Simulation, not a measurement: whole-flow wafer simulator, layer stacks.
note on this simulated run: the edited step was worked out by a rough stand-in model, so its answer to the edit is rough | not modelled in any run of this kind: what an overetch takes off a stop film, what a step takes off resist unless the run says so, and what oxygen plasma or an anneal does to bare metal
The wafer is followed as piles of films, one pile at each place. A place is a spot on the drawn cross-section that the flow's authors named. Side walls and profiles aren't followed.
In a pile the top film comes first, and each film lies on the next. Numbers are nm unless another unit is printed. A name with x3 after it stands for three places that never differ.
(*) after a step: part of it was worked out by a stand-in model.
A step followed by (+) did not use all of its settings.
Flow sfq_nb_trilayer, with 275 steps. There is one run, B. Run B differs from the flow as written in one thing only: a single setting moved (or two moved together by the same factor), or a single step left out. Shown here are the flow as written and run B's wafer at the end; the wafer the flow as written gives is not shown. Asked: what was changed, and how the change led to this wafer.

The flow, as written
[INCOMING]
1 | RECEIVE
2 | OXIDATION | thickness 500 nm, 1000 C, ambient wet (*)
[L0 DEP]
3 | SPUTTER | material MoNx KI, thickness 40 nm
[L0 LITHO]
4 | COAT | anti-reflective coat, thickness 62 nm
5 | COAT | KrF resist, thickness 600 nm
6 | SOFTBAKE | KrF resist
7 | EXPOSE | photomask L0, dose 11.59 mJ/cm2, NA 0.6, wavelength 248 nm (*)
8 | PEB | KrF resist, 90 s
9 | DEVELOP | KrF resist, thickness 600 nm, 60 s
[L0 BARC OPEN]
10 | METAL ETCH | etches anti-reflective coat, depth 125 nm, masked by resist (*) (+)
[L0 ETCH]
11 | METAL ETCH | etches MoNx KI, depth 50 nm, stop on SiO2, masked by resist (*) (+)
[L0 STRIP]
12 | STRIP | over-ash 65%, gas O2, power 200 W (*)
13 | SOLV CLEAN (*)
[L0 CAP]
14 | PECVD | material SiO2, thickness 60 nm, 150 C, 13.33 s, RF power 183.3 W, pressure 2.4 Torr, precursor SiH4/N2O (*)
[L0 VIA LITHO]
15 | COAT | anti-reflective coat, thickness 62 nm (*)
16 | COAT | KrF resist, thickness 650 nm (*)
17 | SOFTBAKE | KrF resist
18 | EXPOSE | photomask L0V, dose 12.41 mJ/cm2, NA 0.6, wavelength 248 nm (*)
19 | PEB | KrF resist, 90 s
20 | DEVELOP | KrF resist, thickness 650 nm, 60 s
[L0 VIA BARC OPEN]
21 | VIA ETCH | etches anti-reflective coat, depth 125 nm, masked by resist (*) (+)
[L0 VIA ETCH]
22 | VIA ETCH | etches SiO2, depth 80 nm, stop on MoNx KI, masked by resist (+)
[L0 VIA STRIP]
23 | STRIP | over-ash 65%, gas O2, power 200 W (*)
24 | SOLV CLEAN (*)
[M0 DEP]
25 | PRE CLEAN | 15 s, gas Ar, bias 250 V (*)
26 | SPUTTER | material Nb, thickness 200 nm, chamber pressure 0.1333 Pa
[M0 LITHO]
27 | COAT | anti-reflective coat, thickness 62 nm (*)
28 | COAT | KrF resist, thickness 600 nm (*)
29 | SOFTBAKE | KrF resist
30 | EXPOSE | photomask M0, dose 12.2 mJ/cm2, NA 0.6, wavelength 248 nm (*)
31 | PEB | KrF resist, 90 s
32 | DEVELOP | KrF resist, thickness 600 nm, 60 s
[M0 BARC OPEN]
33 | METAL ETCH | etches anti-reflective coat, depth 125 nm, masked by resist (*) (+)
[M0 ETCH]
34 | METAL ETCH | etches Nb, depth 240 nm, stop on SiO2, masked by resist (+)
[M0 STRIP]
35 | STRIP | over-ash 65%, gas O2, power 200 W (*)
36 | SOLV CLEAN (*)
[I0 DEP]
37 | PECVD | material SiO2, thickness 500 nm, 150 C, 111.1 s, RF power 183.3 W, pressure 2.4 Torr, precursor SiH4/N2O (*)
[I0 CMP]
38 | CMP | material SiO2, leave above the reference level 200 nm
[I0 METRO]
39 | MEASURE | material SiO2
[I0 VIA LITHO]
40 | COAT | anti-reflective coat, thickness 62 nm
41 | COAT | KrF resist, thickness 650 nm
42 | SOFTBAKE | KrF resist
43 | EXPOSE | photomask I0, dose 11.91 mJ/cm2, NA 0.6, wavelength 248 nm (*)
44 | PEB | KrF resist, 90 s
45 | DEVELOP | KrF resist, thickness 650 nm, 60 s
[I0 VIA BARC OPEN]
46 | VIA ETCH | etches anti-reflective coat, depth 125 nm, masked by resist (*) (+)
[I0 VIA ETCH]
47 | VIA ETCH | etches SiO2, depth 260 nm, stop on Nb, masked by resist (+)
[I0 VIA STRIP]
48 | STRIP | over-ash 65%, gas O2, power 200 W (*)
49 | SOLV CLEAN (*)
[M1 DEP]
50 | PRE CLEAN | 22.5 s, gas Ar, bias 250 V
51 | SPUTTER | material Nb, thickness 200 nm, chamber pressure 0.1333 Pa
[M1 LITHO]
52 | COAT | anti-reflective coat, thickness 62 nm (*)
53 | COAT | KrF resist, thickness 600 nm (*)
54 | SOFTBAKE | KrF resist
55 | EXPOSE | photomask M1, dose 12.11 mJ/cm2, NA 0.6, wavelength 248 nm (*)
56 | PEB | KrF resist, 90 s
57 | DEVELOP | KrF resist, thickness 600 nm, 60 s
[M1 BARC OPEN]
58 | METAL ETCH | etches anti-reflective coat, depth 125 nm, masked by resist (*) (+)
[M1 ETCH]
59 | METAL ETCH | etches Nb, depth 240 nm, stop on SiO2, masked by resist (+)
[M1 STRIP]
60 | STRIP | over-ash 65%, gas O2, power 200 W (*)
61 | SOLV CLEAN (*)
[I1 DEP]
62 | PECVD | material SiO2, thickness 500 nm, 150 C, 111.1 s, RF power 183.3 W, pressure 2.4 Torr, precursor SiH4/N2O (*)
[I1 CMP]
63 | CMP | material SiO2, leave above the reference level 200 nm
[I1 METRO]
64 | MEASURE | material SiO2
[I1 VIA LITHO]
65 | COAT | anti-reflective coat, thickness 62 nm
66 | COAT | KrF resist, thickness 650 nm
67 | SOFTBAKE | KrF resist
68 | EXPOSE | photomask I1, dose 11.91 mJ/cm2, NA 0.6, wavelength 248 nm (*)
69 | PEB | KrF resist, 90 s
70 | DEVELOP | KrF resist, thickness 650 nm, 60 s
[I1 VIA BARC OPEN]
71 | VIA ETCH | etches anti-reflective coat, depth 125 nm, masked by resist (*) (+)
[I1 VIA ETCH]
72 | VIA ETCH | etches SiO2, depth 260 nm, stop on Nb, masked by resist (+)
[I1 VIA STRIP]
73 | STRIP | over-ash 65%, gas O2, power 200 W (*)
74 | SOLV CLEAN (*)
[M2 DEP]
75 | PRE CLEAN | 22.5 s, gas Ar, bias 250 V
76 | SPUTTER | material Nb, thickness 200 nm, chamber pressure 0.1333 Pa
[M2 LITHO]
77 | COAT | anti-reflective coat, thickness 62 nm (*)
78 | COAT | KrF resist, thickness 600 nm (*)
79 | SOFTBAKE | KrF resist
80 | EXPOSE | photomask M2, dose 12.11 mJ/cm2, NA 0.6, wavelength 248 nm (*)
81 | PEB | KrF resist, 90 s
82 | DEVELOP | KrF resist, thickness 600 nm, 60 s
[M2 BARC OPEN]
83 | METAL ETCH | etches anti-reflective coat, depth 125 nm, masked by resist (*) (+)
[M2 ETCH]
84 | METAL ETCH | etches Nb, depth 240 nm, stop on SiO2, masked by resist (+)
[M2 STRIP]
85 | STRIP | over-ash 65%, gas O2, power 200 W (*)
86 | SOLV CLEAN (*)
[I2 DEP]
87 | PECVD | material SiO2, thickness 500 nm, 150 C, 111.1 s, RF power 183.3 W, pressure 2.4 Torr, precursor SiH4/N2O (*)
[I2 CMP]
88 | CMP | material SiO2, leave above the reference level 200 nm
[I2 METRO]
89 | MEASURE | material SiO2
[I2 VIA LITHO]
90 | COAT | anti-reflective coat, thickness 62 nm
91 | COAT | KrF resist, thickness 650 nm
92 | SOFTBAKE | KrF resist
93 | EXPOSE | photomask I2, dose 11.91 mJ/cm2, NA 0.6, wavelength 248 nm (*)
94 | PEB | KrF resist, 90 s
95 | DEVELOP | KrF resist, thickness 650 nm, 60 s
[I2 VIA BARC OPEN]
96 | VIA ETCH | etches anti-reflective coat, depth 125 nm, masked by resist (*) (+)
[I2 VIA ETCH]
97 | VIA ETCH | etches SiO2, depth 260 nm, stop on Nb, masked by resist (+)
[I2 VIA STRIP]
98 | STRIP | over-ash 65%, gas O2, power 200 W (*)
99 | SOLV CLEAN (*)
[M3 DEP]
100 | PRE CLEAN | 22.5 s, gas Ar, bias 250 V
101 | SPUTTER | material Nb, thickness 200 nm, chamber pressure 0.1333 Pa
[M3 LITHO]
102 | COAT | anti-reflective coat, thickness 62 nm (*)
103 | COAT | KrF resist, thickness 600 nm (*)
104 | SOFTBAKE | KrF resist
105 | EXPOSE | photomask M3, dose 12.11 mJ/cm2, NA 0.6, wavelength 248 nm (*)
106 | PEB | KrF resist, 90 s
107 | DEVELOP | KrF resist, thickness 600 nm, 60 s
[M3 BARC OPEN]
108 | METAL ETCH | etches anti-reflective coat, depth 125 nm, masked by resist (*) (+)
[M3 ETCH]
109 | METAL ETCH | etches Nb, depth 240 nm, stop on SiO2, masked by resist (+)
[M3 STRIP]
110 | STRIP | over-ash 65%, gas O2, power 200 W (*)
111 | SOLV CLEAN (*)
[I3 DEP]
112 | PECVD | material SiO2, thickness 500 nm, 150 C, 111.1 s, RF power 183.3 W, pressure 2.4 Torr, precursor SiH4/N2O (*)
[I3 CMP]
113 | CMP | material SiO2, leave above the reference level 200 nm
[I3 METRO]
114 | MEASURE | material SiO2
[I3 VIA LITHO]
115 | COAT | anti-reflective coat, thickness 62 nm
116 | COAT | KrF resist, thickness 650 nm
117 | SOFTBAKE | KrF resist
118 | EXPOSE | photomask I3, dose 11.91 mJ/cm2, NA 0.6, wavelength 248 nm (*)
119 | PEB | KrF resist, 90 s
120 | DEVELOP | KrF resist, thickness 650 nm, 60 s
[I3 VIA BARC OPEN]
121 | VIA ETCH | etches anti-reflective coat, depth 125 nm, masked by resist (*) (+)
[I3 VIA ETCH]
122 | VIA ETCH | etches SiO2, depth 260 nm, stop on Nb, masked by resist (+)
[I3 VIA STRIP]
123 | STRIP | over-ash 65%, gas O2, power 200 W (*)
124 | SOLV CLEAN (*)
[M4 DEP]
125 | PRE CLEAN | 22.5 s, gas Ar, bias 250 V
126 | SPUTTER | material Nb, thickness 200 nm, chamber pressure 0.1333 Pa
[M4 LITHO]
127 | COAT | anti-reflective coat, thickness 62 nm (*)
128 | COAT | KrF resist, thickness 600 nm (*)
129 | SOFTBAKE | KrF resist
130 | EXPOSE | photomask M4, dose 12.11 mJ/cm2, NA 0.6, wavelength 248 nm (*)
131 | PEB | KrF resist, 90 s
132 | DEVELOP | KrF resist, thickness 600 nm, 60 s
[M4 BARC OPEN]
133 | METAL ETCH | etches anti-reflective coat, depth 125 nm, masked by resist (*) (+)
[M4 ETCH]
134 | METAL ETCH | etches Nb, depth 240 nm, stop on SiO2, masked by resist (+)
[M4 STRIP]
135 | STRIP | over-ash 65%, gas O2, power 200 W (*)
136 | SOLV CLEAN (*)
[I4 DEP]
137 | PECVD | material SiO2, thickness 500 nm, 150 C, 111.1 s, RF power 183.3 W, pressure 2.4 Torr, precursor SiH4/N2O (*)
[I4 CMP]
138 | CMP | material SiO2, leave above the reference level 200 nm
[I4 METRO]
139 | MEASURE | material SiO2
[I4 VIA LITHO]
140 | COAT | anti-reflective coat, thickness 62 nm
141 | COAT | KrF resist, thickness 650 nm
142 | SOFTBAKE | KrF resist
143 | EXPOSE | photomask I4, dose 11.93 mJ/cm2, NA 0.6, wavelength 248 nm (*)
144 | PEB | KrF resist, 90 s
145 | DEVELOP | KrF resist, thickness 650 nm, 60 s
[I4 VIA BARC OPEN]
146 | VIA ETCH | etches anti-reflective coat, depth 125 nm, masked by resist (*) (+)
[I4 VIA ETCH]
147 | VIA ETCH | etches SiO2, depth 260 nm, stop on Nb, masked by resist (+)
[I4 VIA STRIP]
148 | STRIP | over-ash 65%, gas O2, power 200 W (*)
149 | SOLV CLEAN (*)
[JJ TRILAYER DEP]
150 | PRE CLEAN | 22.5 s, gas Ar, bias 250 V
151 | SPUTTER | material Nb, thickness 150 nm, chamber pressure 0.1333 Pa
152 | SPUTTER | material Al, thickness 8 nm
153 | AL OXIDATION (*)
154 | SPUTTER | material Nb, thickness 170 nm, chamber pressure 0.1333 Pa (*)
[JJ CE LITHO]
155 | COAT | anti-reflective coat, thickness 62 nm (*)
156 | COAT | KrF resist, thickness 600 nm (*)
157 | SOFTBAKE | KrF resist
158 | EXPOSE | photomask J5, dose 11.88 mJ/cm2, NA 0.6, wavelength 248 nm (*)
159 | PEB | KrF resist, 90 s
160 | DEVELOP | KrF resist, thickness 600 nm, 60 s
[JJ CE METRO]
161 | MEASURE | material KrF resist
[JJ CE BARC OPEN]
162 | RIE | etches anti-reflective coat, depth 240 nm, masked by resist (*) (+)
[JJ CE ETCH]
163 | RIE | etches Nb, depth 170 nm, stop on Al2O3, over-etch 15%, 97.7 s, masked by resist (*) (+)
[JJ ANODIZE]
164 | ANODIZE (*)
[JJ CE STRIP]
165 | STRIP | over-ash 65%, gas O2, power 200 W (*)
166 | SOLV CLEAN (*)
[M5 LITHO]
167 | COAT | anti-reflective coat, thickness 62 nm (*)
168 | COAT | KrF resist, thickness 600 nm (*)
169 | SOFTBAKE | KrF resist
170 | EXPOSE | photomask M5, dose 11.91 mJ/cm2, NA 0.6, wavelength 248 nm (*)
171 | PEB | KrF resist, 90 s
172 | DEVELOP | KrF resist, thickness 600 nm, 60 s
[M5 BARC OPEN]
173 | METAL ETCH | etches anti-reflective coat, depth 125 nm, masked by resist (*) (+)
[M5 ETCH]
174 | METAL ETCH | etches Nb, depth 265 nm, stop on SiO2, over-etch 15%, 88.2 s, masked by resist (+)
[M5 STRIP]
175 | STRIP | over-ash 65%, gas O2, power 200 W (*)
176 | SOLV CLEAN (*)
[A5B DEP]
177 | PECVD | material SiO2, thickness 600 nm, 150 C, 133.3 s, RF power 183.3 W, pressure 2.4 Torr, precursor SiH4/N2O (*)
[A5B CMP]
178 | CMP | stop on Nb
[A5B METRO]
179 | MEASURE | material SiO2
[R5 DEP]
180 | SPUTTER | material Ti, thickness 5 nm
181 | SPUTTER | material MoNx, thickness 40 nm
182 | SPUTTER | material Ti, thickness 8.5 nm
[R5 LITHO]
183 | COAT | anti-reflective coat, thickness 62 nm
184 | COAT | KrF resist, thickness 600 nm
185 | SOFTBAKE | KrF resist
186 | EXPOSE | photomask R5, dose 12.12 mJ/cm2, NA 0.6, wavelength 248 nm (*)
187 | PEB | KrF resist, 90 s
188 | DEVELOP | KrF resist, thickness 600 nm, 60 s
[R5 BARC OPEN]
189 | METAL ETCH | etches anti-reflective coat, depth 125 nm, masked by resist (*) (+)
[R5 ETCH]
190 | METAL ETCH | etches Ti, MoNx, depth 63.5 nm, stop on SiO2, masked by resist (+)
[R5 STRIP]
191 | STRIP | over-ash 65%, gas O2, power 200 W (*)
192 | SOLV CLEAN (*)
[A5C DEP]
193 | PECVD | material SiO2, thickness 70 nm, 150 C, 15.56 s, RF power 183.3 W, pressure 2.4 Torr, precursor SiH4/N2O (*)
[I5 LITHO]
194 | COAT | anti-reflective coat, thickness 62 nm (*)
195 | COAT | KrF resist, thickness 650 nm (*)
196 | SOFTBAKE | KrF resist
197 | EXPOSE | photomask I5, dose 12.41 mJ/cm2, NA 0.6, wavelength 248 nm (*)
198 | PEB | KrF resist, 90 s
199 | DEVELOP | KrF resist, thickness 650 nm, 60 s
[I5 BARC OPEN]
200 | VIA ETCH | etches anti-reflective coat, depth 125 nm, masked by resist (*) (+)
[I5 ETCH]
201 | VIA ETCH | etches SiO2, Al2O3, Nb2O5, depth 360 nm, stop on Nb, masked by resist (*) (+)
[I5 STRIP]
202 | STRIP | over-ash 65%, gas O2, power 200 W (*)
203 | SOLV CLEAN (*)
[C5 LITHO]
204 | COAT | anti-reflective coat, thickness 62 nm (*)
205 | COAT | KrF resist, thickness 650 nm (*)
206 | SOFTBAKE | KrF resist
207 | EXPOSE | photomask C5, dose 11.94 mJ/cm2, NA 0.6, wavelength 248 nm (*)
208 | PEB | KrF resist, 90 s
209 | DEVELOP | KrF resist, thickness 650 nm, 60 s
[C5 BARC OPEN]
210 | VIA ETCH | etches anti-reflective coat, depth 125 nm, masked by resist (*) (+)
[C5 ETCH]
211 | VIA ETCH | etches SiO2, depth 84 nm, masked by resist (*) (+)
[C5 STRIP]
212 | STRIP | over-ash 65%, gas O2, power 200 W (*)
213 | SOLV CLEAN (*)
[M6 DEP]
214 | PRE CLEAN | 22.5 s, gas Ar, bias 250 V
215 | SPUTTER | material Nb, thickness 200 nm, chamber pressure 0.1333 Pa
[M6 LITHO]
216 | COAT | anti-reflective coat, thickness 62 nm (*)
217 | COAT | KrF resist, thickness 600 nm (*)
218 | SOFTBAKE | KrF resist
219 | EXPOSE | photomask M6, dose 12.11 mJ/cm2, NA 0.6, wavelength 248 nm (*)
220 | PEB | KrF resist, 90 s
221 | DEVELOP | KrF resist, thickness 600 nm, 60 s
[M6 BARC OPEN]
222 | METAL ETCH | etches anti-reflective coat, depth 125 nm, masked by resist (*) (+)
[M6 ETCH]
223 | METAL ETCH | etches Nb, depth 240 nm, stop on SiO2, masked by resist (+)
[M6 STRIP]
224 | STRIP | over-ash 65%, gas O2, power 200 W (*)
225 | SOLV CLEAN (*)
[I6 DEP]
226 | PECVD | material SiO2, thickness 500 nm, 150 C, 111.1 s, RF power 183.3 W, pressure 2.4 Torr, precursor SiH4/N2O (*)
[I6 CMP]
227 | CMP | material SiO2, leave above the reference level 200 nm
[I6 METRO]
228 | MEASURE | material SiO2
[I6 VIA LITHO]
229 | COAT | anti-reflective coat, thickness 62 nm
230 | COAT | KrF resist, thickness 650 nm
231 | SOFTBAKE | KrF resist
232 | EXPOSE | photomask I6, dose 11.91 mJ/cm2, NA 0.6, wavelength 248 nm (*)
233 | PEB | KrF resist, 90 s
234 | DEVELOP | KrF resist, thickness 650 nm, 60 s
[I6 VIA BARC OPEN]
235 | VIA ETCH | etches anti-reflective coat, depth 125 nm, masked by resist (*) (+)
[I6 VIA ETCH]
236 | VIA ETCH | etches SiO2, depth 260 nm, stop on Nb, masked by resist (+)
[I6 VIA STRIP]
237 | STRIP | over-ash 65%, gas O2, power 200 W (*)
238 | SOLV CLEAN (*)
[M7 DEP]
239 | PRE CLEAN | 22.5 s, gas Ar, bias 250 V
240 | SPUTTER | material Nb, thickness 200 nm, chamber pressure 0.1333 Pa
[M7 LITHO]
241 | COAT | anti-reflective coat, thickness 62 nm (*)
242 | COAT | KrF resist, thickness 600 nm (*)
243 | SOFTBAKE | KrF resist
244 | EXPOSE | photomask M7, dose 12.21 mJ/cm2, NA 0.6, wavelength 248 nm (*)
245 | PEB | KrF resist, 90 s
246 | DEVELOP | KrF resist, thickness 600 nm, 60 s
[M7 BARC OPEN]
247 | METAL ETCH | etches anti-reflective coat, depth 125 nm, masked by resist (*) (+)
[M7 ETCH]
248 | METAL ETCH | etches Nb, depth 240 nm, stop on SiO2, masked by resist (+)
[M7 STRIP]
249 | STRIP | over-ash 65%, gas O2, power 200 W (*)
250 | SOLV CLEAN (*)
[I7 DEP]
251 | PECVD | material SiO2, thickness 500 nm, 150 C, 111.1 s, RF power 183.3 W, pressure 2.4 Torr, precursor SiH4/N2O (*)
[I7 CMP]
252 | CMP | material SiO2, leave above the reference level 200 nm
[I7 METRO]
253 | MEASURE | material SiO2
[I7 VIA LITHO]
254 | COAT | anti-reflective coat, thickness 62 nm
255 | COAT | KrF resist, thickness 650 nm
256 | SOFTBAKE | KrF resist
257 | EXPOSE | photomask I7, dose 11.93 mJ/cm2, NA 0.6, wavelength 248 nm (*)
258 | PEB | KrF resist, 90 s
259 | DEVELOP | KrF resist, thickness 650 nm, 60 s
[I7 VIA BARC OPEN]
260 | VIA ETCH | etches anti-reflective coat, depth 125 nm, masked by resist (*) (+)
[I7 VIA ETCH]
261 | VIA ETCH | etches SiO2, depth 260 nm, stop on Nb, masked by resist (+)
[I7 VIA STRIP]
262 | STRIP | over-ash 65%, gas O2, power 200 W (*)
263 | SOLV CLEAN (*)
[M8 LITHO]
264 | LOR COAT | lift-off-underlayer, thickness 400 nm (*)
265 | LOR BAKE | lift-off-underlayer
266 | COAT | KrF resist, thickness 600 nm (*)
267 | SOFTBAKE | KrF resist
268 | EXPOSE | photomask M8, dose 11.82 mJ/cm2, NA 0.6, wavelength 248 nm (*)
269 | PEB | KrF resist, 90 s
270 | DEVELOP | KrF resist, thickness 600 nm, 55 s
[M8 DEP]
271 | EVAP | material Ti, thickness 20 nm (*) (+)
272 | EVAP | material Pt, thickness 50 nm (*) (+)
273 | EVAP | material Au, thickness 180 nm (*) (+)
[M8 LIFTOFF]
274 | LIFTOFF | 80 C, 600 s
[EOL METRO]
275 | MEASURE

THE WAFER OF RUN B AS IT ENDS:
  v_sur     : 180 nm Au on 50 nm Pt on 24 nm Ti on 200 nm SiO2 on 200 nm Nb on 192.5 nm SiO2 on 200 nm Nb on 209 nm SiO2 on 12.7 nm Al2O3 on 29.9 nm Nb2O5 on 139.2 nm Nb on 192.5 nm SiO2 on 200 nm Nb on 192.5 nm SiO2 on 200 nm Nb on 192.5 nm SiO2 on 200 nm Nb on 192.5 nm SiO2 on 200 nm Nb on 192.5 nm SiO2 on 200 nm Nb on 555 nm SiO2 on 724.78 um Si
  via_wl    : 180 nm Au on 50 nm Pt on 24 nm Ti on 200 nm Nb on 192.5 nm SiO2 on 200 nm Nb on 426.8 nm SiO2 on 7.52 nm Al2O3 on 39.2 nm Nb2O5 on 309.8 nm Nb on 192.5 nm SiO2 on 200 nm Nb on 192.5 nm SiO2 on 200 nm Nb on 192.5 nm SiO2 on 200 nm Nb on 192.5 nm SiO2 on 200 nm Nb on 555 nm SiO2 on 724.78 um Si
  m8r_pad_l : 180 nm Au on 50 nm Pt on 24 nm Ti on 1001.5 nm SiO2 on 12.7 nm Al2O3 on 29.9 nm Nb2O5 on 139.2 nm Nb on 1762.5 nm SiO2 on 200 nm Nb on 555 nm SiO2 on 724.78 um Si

The reason: step 271, EVAP: thickness 24 nm was run, though the flow has thickness 20 nm.
One can read it off the wafer: v_sur has Ti 24, and step 271 as written asks for 20 nm.

How this came from the change, step by step:
  271 | EVAP | material Ti, thickness 20 nm (*) (+)
      field_l, v_sur, via_wl and 103 more: Ti gains 24 (new film) (as written it would have been: Ti gains 20 (new film))
  274 | LIFTOFF | 80 C, 600 s
      p4_fl, p4_fm, p4_w1 and 71 more: Au loses 180 (all of it), Pt loses 50 (all of it), Ti loses 24 (all of it), KrF resist loses 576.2 (all of it), lift-off-underlayer loses 400 (all of it) (as written it would have been: Au loses 180 (all of it), Pt loses 50 (all of it), Ti loses 20 (all of it), KrF resist loses 576.2 (all of it), lift-off-underlayer loses 400 (all of it))
      c5j, ce_r: Au loses 180 (all of it), Pt loses 50 (all of it), Ti loses 24 (all of it), KrF resist loses 573.3 (all of it), lift-off-underlayer loses 399.3 (all of it) (as written it would have been: Au loses 180 (all of it), Pt loses 50 (all of it), Ti loses 20 (all of it), KrF resist loses 573.3 (all of it), lift-off-underlayer loses 399.3 (all of it))
      (and at 19 other places as well)
